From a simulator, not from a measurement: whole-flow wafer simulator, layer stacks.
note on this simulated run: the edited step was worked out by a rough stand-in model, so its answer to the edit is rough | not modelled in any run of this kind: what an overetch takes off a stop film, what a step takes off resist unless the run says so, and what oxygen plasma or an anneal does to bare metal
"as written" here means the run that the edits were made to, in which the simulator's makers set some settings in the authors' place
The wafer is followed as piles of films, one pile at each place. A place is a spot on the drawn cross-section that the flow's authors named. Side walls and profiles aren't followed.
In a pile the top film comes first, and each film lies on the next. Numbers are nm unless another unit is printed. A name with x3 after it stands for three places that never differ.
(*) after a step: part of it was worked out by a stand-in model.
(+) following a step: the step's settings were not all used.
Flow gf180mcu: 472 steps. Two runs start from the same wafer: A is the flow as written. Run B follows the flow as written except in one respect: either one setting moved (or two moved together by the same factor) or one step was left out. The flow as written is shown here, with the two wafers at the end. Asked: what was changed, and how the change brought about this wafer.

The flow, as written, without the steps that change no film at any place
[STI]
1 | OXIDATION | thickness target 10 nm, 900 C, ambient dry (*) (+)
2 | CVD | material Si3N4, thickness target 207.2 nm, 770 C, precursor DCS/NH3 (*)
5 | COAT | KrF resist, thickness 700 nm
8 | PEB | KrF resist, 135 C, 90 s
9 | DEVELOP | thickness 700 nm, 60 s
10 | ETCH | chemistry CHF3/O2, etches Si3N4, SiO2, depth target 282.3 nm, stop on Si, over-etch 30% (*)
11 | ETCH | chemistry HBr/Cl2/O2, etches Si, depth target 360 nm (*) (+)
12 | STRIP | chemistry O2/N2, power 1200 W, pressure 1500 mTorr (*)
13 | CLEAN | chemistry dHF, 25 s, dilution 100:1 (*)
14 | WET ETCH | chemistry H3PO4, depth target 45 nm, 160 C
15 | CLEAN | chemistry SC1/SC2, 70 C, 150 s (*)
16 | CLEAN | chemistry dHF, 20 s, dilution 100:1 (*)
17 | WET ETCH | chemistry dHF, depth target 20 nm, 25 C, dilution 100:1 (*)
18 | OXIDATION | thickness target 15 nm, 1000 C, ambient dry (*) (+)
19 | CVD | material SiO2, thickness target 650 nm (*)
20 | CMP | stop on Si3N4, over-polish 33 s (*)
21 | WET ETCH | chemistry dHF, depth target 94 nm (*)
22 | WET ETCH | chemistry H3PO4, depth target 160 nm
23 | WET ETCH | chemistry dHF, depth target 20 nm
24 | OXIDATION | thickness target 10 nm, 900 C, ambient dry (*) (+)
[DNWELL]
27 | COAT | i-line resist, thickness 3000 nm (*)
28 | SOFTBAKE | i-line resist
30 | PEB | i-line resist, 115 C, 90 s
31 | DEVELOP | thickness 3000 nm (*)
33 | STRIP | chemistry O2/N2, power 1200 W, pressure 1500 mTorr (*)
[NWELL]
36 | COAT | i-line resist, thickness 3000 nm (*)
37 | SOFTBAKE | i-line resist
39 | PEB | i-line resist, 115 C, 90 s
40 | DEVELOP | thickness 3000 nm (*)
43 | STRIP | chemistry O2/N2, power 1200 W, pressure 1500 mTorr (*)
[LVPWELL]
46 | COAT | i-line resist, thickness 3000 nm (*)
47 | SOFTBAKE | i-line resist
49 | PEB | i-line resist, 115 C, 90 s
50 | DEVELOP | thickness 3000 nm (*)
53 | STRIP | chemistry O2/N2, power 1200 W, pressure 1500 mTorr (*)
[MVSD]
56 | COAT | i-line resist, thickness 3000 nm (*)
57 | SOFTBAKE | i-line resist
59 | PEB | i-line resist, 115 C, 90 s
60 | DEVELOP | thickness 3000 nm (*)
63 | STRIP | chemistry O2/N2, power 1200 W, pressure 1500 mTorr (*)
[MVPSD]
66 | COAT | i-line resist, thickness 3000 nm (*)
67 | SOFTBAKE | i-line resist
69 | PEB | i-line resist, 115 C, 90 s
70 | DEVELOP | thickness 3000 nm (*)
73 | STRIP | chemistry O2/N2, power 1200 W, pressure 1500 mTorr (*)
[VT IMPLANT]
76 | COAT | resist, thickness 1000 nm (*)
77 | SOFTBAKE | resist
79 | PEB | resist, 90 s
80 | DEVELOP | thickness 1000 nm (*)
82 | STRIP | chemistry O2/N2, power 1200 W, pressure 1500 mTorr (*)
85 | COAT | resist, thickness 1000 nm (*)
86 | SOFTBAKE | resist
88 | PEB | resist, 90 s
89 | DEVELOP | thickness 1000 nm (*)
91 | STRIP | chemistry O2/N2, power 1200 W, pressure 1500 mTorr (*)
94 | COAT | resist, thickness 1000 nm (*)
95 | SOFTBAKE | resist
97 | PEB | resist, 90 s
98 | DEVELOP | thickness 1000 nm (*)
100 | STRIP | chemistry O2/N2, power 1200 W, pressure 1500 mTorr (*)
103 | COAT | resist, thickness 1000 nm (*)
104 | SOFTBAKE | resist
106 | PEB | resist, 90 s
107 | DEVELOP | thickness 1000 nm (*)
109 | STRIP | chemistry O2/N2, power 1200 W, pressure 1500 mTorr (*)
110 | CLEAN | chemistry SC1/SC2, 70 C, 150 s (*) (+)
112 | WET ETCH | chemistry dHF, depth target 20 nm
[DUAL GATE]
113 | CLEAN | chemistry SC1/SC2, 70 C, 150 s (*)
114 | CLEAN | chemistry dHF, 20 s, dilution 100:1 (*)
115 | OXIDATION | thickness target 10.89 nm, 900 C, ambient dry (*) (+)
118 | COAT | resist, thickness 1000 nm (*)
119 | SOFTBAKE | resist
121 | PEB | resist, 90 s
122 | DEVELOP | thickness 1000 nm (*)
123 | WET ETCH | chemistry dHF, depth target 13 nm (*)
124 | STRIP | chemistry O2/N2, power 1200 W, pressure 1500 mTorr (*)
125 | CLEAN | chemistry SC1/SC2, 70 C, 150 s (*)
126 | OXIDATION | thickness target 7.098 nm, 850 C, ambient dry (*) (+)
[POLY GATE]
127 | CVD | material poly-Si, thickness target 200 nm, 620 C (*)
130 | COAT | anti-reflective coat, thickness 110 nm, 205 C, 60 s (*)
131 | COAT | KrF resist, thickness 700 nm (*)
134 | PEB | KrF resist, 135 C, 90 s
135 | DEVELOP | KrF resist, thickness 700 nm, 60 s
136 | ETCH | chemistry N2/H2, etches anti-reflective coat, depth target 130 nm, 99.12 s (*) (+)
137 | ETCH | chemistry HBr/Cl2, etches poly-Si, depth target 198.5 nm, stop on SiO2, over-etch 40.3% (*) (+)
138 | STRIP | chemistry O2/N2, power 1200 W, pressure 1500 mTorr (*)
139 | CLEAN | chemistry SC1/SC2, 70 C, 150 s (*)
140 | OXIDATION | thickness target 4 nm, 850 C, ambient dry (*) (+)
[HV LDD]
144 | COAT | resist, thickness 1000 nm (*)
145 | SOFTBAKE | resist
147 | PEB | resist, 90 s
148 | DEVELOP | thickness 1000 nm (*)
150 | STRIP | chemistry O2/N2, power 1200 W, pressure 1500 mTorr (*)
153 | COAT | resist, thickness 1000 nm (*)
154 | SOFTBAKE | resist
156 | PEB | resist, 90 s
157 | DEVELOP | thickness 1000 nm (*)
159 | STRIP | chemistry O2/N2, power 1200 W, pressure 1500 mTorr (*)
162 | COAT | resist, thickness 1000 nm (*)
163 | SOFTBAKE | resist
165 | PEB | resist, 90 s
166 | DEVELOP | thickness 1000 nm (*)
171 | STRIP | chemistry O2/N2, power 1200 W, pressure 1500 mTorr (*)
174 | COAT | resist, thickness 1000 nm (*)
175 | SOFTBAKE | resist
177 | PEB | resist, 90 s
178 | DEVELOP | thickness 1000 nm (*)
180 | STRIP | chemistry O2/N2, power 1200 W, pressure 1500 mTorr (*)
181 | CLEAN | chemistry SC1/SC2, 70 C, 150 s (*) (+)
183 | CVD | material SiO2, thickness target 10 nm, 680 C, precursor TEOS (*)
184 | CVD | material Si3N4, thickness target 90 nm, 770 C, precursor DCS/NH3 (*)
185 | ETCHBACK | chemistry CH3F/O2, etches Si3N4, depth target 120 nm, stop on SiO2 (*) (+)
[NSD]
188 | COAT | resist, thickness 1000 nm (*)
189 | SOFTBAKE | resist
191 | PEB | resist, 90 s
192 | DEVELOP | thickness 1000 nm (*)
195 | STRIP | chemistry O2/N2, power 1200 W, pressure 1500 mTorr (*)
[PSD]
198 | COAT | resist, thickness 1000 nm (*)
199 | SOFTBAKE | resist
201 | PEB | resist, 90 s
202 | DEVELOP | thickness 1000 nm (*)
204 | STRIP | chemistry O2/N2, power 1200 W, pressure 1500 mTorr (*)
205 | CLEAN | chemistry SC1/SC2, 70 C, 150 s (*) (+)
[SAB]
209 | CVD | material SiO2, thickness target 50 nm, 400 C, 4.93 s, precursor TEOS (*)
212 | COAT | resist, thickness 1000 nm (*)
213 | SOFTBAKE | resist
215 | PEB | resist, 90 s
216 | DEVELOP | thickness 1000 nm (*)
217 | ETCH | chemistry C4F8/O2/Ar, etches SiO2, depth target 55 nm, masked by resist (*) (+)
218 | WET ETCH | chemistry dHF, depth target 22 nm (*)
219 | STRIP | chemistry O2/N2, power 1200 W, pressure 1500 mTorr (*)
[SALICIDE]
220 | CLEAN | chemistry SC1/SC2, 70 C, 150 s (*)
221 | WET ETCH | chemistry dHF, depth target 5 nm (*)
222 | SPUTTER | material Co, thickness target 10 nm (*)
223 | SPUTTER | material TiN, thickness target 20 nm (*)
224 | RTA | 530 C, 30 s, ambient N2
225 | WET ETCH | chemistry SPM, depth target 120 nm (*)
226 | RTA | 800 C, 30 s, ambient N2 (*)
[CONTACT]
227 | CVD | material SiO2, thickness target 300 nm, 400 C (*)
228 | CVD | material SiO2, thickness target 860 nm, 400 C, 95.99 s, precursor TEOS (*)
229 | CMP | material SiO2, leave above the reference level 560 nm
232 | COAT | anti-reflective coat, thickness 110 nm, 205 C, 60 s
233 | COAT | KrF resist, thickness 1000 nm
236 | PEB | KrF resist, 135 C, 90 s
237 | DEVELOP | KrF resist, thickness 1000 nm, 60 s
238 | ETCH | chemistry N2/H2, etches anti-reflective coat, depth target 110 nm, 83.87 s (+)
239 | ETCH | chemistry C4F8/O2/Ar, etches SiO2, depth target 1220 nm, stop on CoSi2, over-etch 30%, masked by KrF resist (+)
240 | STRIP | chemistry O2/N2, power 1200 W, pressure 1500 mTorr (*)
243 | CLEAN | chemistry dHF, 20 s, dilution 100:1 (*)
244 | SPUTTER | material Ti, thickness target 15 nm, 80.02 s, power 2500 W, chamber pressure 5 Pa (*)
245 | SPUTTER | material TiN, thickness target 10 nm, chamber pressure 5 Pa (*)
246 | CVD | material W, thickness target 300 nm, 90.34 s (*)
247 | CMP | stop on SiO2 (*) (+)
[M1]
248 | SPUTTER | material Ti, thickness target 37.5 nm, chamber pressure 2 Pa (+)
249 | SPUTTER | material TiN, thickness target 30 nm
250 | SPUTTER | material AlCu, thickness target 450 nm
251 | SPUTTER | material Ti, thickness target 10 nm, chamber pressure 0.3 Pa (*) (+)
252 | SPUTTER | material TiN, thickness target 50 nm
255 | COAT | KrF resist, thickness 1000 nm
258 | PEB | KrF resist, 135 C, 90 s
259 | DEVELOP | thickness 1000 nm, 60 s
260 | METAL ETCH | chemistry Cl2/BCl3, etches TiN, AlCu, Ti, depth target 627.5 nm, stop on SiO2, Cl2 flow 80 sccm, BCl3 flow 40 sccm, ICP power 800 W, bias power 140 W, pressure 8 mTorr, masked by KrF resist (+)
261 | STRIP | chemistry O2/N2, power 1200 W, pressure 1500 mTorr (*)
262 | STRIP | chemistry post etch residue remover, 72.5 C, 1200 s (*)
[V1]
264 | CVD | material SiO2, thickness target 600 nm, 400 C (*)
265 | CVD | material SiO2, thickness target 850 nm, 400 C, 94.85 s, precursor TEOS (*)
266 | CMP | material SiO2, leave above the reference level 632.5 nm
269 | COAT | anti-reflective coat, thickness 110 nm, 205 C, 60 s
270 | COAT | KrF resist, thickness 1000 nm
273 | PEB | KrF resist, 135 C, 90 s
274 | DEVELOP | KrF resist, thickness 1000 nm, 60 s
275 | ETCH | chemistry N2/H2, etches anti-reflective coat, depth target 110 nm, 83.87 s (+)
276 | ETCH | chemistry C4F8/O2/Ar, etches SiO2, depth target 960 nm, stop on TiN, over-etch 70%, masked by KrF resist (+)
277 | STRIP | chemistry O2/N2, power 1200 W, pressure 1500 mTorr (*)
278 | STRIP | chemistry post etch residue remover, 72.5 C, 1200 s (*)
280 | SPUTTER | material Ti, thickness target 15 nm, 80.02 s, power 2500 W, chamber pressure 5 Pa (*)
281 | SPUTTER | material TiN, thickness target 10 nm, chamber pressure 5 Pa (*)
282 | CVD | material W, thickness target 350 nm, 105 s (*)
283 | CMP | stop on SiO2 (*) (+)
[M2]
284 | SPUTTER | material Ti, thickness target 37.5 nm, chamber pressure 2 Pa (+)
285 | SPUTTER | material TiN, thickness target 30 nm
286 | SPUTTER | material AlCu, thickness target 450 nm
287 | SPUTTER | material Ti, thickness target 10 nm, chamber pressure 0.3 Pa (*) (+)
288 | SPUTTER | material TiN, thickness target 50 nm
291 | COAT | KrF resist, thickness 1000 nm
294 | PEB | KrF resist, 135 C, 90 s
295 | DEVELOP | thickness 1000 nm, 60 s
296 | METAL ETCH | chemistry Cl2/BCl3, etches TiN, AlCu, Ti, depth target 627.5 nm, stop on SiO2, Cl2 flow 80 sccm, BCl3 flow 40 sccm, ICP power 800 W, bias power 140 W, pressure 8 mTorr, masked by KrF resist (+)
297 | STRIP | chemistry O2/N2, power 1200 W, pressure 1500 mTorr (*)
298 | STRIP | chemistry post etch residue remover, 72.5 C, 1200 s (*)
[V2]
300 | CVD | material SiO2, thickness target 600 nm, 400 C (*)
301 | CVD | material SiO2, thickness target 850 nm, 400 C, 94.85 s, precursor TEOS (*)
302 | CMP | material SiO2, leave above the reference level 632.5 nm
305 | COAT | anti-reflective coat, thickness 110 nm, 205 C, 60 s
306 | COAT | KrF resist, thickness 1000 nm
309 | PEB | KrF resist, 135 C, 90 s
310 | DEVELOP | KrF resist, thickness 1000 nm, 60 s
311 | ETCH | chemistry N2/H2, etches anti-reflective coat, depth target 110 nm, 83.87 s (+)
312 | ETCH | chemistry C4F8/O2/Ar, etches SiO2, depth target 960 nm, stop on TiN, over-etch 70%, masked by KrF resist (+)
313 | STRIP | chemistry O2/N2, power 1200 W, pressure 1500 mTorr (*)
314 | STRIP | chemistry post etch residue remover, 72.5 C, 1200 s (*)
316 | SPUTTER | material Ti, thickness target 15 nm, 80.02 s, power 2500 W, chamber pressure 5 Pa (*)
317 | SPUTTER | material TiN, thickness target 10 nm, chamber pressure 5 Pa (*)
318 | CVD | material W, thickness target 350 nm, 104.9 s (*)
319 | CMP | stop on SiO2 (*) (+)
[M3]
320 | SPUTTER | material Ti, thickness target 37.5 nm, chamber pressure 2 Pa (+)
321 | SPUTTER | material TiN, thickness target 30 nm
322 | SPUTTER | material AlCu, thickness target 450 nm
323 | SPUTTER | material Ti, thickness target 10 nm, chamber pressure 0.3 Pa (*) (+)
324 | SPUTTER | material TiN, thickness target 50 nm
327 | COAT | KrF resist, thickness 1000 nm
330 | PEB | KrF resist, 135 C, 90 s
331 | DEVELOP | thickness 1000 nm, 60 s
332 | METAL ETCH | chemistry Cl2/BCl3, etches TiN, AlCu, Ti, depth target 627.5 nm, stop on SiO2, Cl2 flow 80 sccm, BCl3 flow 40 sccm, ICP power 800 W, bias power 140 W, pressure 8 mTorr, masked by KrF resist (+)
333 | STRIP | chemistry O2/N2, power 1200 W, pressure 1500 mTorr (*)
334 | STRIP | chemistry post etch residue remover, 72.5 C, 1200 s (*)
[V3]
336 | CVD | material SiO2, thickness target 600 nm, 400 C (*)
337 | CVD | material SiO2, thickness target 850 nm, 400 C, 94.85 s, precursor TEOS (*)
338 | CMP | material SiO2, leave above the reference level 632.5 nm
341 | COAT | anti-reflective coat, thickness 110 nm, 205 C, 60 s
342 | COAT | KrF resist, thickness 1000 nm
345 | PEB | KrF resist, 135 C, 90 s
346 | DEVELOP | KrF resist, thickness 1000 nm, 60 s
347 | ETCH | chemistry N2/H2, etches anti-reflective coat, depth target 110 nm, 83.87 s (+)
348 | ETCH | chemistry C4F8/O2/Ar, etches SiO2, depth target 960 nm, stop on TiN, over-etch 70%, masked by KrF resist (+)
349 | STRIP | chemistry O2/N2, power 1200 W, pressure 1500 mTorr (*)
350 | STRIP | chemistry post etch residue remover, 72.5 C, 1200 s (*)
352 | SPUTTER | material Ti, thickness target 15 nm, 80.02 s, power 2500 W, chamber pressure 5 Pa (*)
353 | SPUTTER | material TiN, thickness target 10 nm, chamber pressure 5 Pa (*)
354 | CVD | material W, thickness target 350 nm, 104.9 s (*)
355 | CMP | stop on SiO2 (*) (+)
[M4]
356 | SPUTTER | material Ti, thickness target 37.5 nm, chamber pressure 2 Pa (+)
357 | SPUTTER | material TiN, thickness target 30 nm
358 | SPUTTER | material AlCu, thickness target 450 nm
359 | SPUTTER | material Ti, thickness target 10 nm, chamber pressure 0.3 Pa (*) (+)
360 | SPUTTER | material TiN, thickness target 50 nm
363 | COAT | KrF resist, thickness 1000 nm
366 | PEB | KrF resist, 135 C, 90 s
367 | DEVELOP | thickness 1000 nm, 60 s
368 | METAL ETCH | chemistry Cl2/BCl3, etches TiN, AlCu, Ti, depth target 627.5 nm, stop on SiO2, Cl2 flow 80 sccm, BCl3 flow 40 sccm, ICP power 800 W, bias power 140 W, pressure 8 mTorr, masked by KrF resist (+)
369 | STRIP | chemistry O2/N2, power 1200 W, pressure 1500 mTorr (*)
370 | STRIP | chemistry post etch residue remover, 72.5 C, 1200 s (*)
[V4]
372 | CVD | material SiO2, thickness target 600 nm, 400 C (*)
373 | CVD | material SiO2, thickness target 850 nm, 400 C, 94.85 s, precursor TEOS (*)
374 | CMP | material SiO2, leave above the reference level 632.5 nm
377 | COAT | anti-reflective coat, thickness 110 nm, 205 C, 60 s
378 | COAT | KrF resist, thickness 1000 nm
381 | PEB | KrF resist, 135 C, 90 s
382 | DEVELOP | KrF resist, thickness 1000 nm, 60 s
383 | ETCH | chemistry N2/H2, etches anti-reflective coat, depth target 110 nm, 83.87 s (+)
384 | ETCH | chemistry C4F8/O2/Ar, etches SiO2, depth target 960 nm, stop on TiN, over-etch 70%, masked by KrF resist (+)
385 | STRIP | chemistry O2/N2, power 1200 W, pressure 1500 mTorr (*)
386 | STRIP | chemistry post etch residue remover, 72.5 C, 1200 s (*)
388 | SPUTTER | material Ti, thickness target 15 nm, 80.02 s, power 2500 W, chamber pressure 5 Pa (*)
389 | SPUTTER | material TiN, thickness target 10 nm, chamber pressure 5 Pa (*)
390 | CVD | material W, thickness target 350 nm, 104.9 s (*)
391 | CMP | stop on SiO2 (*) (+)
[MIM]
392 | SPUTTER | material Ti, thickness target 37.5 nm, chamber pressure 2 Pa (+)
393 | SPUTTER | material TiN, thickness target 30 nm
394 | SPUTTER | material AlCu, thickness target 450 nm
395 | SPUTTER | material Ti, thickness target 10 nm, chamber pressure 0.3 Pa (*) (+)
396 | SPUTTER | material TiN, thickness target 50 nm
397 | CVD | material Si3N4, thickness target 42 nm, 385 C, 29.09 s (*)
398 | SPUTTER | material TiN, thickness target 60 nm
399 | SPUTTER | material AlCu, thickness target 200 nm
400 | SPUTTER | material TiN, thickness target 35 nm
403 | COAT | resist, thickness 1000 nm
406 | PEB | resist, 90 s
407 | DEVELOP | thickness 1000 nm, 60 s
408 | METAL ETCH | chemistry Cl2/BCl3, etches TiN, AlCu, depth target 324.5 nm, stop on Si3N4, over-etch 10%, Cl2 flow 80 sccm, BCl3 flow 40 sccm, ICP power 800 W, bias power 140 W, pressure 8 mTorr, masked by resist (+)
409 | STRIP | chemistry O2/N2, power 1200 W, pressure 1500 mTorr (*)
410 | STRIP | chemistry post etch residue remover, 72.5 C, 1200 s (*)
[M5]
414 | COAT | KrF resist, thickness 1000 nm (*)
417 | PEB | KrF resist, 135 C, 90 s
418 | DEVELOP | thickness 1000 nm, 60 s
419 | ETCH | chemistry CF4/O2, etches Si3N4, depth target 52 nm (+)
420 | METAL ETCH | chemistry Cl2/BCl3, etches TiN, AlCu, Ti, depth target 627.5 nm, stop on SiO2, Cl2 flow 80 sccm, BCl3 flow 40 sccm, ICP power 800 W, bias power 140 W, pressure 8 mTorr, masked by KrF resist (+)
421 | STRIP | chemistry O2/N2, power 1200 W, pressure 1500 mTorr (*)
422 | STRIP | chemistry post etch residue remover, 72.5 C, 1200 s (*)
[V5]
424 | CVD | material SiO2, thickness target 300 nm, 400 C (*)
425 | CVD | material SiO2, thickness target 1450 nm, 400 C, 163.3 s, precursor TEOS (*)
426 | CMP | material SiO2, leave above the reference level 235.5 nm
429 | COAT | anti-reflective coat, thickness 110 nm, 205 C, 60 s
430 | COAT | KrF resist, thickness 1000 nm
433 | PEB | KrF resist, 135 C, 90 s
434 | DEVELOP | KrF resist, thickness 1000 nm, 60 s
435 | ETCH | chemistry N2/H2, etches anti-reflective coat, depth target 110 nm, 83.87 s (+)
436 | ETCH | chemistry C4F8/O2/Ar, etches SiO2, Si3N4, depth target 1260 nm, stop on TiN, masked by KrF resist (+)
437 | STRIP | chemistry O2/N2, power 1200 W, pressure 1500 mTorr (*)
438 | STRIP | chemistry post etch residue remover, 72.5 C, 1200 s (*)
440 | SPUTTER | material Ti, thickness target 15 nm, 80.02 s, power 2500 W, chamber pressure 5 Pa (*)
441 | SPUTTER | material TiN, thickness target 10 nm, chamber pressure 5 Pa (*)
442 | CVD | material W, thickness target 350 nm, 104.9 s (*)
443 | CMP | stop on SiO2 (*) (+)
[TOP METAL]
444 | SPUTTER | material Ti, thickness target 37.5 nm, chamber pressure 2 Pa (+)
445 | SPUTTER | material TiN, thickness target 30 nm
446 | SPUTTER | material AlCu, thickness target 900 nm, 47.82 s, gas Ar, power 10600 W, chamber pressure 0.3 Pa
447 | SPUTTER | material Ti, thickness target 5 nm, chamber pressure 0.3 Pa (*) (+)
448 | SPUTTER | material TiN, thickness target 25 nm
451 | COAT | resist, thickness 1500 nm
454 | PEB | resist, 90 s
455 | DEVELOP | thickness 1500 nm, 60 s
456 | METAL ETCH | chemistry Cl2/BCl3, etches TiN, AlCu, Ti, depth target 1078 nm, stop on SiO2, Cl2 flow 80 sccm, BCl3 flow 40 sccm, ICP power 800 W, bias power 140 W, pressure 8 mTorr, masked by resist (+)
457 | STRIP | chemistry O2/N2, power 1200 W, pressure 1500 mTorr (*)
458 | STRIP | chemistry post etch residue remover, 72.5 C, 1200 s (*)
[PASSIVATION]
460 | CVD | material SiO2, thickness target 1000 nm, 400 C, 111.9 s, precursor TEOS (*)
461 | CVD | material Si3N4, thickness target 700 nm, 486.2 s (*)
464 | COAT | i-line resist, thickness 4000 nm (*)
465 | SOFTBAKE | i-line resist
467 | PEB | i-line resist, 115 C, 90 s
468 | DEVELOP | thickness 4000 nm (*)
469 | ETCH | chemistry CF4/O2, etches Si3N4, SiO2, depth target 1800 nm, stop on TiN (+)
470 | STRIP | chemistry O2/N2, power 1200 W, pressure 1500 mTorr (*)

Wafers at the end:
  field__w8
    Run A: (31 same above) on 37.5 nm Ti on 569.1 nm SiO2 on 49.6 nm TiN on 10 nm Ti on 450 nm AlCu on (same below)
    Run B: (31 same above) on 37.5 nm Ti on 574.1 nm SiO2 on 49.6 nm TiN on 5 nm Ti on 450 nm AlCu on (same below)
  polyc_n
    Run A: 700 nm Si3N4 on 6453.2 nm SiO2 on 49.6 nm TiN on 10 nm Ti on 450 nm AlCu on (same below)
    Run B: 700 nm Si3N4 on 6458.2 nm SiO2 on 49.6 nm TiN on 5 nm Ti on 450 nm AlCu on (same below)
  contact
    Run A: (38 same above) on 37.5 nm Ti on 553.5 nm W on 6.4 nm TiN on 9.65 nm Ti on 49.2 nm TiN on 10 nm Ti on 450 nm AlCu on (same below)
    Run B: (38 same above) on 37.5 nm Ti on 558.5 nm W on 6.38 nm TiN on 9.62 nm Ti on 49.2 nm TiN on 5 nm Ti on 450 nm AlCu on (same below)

What caused this: step 251, SPUTTER: thickness target 5 nm was run, though the flow has thickness target 10 nm.
The wafer lets one read it off: field__w8 has Ti 5, and step 251 as written asks for 10 nm.

How this came from the change, step by step:
  251 | SPUTTER | material Ti, thickness target 10 nm, chamber pressure 0.3 Pa (*) (+)
      field, field__w1, field__w2 and 108 more: A +10 Ti (new film) | B +5 Ti (new film)
  260 | METAL ETCH | chemistry Cl2/BCl3, etches TiN, AlCu, Ti, depth target 627.5 nm, stop on SiO2, Cl2 flow 80 sccm, BCl3 flow 40 sccm, ICP power 800 W, bias power 140 W, pressure 8 mTorr, masked by KrF resist (+)
      field, field__w1, field__w2 and 99 more: A -50 TiN (all of it), -10 Ti (all of it), -450 AlCu (all of it), -30 TiN (all of it), -37.5 Ti (all of it) | B -50 TiN (all of it), -5 Ti (all of it), -450 AlCu (all of it), -30 TiN (all of it), -37.5 Ti (all of it)
